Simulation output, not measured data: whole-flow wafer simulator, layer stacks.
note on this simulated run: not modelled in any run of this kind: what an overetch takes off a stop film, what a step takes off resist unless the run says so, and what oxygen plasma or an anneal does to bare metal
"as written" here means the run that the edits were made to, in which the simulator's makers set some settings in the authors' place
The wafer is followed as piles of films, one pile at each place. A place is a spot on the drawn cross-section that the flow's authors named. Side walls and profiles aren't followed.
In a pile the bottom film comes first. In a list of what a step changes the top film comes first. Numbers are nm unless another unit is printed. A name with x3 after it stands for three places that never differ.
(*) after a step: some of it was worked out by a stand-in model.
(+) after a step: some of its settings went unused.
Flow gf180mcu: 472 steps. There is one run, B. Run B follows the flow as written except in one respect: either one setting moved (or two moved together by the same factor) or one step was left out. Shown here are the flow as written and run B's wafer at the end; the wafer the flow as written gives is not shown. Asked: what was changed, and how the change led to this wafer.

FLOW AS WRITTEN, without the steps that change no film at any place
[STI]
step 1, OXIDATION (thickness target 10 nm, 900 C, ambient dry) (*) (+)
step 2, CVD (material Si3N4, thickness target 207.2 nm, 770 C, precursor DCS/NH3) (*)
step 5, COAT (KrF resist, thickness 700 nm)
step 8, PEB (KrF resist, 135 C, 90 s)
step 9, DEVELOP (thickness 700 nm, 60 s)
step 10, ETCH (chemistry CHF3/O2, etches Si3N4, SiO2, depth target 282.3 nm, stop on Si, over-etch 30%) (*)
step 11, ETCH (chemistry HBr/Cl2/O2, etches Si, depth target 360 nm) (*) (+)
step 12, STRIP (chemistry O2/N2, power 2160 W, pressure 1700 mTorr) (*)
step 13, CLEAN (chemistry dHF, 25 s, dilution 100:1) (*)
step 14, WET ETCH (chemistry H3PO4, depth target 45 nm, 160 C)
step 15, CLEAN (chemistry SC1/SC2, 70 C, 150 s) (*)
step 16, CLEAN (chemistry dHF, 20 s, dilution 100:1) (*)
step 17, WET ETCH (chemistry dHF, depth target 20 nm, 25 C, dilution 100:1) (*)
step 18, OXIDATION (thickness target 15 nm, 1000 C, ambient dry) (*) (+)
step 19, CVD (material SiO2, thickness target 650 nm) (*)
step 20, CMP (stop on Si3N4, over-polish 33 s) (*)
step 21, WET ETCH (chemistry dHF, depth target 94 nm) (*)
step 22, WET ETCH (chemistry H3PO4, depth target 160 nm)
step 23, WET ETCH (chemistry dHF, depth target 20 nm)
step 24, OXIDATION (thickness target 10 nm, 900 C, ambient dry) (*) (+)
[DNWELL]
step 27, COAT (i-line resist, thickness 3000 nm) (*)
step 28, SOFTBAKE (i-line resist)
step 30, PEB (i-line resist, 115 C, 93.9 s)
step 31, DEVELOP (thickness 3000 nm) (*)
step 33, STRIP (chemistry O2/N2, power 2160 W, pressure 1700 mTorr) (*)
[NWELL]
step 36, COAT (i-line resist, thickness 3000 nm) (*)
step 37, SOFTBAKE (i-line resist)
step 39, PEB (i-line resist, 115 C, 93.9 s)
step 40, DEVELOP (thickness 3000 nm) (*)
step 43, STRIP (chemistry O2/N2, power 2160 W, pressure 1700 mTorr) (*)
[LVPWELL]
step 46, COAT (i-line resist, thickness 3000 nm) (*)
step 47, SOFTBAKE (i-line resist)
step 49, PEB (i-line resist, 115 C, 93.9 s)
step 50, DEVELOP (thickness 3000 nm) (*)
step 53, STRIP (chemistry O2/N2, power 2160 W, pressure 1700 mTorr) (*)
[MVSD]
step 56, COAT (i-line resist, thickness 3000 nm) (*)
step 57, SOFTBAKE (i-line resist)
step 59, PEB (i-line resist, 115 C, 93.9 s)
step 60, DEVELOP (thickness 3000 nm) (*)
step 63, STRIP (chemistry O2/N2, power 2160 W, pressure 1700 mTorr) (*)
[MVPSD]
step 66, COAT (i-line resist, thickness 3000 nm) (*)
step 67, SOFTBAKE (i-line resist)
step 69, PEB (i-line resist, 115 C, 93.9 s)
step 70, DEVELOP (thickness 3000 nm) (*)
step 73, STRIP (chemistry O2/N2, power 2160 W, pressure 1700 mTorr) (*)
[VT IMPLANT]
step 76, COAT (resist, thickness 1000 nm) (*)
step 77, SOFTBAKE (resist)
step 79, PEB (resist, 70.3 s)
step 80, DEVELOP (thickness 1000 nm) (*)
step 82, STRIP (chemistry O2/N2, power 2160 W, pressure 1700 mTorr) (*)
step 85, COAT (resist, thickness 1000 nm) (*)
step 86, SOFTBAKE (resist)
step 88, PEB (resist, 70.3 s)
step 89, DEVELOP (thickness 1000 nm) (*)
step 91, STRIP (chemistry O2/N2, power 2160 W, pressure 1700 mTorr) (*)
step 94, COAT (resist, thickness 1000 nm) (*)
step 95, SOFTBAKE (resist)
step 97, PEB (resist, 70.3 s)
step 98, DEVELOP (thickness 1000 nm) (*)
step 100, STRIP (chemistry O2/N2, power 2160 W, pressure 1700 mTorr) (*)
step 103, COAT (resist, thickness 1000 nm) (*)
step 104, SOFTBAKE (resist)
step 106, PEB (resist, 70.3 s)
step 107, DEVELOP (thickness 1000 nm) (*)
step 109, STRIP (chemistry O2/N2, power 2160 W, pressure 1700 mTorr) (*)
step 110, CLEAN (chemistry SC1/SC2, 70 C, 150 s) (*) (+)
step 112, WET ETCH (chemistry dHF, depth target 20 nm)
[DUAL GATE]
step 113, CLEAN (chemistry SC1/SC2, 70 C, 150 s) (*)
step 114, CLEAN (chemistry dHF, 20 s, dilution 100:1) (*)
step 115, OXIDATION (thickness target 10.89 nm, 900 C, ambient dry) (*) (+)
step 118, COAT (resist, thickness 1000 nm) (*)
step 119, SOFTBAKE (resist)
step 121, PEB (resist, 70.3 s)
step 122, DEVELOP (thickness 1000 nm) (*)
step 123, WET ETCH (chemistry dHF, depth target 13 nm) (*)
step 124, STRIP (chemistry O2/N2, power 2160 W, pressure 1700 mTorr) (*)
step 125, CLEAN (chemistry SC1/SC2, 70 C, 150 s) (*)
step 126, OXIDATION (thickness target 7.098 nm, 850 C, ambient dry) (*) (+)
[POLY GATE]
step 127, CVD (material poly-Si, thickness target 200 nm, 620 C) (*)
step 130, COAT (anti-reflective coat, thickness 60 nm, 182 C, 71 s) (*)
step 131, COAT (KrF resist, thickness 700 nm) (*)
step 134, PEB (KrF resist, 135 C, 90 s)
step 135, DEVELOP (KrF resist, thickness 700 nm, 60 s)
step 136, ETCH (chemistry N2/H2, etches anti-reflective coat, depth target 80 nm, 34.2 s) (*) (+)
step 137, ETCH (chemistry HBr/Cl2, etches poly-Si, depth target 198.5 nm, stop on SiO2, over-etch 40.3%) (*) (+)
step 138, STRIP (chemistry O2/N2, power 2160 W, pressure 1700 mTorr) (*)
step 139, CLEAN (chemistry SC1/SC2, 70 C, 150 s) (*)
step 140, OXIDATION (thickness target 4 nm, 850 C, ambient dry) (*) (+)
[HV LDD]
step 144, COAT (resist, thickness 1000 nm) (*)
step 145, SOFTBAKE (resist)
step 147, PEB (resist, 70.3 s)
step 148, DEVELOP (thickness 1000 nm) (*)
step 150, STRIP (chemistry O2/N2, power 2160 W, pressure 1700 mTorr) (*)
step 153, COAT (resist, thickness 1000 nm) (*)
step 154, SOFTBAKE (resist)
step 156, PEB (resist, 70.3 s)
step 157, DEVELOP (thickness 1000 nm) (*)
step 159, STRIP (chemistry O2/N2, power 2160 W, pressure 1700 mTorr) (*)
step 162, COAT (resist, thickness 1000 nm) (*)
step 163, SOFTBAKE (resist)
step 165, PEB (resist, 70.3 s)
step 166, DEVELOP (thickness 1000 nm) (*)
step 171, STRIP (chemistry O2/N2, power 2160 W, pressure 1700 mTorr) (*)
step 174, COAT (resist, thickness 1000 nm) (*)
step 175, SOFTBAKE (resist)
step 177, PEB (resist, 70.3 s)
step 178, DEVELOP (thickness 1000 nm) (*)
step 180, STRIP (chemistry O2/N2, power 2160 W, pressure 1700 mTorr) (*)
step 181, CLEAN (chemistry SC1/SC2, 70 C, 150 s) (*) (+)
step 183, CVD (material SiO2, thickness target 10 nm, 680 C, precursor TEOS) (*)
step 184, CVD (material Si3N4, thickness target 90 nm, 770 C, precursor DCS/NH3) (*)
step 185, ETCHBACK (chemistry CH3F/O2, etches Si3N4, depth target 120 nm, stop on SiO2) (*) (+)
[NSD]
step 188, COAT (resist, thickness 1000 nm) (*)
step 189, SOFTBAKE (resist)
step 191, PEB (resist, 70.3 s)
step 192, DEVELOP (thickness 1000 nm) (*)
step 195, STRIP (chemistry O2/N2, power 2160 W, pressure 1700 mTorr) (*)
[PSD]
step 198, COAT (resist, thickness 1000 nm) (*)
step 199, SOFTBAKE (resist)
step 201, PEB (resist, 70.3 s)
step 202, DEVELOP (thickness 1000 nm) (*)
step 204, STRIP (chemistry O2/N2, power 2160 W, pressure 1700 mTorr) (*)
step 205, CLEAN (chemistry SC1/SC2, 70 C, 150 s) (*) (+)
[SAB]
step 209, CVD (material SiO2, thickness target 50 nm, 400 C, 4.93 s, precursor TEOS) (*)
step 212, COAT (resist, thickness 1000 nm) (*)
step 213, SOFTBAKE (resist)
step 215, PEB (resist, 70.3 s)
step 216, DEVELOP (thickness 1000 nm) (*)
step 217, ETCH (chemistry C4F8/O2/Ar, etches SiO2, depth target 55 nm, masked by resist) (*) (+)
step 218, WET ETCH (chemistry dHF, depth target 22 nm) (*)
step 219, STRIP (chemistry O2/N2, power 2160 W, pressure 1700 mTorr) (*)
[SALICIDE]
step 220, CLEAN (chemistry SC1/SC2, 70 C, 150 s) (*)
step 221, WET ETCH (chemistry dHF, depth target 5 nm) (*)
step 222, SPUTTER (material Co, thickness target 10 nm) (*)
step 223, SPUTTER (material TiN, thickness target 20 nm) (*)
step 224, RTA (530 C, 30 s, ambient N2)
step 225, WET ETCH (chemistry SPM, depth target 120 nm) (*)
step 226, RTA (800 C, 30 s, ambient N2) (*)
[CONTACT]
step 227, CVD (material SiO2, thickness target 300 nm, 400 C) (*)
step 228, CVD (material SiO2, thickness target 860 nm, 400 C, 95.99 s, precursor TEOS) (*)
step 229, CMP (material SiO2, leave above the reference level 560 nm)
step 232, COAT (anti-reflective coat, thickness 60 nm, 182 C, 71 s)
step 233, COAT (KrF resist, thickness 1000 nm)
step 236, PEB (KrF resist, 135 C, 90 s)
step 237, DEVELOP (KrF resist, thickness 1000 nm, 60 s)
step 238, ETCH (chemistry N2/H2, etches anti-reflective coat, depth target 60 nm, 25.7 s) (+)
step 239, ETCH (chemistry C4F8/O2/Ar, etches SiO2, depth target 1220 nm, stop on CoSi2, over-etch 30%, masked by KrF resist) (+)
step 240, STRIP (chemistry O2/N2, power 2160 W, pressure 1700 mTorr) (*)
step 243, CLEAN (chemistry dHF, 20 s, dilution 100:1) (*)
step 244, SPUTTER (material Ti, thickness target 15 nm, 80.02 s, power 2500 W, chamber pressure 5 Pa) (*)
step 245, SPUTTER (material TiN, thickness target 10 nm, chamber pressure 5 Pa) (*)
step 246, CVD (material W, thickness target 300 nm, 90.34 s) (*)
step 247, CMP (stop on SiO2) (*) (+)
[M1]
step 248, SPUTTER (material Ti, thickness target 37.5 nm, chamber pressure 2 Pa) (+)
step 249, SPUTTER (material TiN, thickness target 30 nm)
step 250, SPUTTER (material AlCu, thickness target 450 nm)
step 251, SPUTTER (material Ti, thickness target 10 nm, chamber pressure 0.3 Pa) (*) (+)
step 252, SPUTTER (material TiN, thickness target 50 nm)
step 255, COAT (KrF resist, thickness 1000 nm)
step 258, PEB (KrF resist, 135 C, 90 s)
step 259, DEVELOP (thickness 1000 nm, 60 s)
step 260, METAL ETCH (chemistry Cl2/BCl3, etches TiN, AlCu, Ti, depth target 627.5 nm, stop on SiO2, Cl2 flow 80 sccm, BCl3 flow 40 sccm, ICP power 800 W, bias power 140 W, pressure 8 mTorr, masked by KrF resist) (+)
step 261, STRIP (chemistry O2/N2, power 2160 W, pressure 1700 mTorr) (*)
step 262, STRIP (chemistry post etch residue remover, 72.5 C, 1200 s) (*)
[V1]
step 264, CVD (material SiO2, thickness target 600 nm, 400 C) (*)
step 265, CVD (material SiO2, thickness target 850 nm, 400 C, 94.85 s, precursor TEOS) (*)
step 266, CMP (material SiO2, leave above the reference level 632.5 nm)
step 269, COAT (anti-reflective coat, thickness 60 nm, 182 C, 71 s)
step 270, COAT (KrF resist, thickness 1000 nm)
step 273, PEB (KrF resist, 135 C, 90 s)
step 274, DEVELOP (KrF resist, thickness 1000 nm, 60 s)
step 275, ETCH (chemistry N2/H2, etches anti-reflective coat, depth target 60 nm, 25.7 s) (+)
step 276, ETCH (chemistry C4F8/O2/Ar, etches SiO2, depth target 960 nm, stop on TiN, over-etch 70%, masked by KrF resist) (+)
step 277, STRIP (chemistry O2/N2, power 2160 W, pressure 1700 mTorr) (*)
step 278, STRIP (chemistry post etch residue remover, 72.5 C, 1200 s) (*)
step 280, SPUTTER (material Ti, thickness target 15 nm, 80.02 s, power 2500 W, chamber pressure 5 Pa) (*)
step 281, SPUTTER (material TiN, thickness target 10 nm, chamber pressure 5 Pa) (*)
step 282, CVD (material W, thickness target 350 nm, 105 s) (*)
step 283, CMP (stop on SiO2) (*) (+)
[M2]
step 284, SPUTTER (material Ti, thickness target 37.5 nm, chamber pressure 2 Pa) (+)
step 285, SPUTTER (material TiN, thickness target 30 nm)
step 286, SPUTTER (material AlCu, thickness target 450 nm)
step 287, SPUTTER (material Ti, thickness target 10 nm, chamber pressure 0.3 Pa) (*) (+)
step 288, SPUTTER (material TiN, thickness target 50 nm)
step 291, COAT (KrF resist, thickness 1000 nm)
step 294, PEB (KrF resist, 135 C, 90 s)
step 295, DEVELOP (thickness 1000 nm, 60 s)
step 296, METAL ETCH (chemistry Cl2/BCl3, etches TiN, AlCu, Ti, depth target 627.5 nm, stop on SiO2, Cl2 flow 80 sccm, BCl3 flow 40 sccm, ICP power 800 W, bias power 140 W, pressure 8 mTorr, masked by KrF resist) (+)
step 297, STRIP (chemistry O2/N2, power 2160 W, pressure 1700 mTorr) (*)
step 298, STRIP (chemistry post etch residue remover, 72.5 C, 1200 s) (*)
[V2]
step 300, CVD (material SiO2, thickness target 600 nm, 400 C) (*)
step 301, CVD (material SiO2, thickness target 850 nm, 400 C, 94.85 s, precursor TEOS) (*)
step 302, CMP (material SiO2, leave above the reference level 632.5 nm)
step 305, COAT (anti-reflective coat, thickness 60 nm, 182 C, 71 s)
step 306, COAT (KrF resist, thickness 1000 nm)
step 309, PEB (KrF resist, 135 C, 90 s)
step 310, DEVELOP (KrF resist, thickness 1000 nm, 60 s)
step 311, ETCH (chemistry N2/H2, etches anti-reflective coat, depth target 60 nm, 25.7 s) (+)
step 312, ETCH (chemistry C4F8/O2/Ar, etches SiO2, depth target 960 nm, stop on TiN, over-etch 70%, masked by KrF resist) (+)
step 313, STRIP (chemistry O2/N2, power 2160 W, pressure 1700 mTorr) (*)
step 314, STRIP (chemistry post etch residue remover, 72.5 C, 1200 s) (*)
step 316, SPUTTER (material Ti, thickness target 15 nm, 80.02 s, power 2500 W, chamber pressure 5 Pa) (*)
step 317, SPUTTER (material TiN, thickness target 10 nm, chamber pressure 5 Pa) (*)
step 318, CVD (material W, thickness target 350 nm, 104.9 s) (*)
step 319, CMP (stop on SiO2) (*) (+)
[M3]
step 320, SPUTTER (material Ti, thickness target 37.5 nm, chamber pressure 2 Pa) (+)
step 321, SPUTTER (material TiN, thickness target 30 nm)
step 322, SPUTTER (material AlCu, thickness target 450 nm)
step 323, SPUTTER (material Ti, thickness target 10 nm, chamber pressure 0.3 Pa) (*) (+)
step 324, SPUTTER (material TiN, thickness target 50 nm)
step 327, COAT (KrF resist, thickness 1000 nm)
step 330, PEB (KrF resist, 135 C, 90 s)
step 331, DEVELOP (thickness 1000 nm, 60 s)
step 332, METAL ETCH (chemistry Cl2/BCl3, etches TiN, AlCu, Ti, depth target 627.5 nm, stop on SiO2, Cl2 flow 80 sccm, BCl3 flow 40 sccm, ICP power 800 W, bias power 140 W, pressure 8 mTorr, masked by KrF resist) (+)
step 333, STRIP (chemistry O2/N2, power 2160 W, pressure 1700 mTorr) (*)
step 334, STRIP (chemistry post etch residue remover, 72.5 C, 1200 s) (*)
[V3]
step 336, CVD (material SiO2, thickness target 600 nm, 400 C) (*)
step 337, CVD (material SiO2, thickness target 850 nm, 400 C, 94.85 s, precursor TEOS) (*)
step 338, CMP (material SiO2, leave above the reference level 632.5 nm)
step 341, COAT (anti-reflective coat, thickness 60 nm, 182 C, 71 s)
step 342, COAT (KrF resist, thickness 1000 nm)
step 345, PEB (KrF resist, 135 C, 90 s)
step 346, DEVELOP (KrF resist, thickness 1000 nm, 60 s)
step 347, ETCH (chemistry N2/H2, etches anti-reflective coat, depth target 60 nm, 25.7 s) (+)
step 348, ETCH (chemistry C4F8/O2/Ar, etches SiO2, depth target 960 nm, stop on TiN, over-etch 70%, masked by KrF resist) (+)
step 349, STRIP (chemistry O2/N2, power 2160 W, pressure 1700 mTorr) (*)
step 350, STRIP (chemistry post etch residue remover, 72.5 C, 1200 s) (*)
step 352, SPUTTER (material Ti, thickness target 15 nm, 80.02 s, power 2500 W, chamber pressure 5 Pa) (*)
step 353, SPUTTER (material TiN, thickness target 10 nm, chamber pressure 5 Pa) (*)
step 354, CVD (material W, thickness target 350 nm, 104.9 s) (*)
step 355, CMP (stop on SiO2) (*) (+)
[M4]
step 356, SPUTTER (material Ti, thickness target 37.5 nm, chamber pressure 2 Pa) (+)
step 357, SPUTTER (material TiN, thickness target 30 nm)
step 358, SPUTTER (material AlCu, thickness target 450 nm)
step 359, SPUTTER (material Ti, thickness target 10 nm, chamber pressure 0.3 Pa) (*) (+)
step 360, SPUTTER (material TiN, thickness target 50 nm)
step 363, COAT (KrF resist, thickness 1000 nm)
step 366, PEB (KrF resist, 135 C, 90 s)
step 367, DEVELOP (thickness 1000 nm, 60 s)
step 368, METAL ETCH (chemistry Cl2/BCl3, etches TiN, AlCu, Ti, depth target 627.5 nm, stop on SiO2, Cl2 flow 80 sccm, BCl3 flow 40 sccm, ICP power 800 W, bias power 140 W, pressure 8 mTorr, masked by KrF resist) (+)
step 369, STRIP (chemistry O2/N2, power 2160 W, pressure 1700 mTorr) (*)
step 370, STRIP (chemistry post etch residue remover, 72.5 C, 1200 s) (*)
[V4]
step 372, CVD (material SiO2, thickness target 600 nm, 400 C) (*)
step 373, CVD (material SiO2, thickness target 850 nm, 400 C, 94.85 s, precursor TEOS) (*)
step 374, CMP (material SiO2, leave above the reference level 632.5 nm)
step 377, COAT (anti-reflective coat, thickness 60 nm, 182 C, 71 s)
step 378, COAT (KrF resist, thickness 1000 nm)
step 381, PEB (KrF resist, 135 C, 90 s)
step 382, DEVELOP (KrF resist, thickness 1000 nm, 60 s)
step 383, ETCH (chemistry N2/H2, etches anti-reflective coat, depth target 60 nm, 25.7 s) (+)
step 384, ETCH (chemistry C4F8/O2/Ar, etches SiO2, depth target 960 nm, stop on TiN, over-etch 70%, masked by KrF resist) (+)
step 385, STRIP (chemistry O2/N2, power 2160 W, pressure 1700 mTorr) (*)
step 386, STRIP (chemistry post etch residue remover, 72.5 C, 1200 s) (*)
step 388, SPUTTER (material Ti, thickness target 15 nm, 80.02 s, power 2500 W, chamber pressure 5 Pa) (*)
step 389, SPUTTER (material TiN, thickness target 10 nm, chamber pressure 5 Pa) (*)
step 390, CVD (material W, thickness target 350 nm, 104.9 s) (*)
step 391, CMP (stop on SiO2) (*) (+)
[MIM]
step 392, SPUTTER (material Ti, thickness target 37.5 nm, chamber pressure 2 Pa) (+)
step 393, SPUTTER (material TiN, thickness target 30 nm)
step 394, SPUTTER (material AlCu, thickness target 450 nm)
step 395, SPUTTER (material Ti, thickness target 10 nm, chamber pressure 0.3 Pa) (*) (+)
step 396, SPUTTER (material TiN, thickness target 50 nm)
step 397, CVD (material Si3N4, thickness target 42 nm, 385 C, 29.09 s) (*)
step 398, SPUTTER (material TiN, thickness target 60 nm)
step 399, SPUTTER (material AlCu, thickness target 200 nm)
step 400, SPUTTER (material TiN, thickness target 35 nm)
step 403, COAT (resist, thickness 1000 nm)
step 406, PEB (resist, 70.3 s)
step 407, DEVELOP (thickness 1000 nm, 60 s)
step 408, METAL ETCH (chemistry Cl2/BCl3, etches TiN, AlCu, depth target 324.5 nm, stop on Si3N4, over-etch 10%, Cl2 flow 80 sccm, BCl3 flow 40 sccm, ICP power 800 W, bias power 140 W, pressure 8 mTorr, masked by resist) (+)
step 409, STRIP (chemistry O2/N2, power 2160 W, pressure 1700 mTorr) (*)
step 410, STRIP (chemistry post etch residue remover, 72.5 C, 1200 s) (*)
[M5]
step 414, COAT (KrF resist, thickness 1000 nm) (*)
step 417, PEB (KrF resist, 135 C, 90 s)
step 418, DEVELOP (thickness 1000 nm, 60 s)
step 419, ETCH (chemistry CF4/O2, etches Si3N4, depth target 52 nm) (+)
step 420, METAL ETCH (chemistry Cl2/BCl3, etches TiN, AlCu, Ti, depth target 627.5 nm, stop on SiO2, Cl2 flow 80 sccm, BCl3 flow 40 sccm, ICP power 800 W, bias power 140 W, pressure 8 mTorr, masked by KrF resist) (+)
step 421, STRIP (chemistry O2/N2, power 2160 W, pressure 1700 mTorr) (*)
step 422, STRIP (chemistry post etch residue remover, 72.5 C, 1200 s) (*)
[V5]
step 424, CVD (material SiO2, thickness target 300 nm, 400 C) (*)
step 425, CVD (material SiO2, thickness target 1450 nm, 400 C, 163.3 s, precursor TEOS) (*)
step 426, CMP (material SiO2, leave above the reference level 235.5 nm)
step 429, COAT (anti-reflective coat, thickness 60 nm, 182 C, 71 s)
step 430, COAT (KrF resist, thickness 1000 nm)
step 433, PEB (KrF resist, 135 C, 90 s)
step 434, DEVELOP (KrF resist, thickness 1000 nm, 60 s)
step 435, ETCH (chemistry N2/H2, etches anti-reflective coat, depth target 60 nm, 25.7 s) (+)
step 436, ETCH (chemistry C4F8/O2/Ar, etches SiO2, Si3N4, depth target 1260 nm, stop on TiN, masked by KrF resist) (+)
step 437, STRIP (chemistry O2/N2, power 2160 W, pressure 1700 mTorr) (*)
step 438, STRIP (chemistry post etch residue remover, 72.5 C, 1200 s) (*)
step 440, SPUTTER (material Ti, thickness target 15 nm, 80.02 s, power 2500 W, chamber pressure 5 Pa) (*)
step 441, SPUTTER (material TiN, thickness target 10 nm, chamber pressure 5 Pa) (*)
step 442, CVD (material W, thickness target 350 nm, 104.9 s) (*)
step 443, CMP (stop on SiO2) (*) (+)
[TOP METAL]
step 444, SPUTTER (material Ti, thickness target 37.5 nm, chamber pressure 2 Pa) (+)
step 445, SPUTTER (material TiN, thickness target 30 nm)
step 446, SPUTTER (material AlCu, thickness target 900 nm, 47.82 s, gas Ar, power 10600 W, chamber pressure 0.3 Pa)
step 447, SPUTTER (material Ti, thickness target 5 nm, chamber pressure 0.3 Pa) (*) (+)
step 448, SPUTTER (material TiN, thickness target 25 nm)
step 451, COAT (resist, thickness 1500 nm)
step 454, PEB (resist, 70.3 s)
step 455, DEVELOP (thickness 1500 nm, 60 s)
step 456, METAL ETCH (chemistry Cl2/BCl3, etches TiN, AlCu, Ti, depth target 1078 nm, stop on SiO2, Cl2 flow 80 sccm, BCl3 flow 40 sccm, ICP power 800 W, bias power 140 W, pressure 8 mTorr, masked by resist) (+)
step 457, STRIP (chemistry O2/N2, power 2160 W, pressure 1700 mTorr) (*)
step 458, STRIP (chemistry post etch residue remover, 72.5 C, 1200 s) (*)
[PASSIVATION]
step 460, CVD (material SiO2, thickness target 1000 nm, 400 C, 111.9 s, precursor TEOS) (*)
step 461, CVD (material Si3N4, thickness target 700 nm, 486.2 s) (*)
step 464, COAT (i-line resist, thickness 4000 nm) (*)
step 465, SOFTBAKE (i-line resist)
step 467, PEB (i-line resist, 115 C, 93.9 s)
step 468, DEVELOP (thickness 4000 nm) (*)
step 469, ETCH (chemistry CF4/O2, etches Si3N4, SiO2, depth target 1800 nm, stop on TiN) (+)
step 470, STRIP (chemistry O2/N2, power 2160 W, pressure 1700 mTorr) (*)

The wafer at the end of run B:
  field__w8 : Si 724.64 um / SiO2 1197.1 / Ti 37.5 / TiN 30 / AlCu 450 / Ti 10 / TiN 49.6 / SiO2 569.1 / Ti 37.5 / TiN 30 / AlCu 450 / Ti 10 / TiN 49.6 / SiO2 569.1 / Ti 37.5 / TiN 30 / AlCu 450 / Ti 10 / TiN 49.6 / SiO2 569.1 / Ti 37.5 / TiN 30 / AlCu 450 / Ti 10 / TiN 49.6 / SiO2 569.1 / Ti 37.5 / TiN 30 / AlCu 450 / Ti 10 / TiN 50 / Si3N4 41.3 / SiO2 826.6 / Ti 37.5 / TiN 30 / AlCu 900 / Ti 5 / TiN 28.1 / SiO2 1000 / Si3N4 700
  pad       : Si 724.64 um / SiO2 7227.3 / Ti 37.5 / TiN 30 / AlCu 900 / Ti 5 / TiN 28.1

Cause: step 448, SPUTTER: thickness target 28.5 nm was run, though the flow has thickness target 25 nm.

Step by step, how the change led to this:
  step 448, SPUTTER (material TiN, thickness target 25 nm)
      field, field__w1, field__w2 and 109 more: +28.5 TiN (new film) (in the flow as written it would be: +25 TiN (new film))
  step 456, METAL ETCH (chemistry Cl2/BCl3, etches TiN, AlCu, Ti, depth target 1078 nm, stop on SiO2, Cl2 flow 80 sccm, BCl3 flow 40 sccm, ICP power 800 W, bias power 140 W, pressure 8 mTorr, masked by resist) (+)
      field, field__w1, field__w2 and 103 more: -28.5 TiN (all of it), -5 Ti (all of it), -900 AlCu (all of it), -30 TiN (all of it), -37.5 Ti (all of it) (in the flow as written it would be: -25 TiN (all of it), -5 Ti (all of it), -900 AlCu (all of it), -30 TiN (all of it), -37.5 Ti (all of it))
  step 465, SOFTBAKE (i-line resist)
      gate: -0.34 i-line resist (in the flow as written it would be: +1.79 i-line resist)
      ld_acc_p, ld_fp_p, ld_drift_p: +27 i-line resist (in the flow as written it would be: +33.8 i-line resist)
      (also at 57 further places)
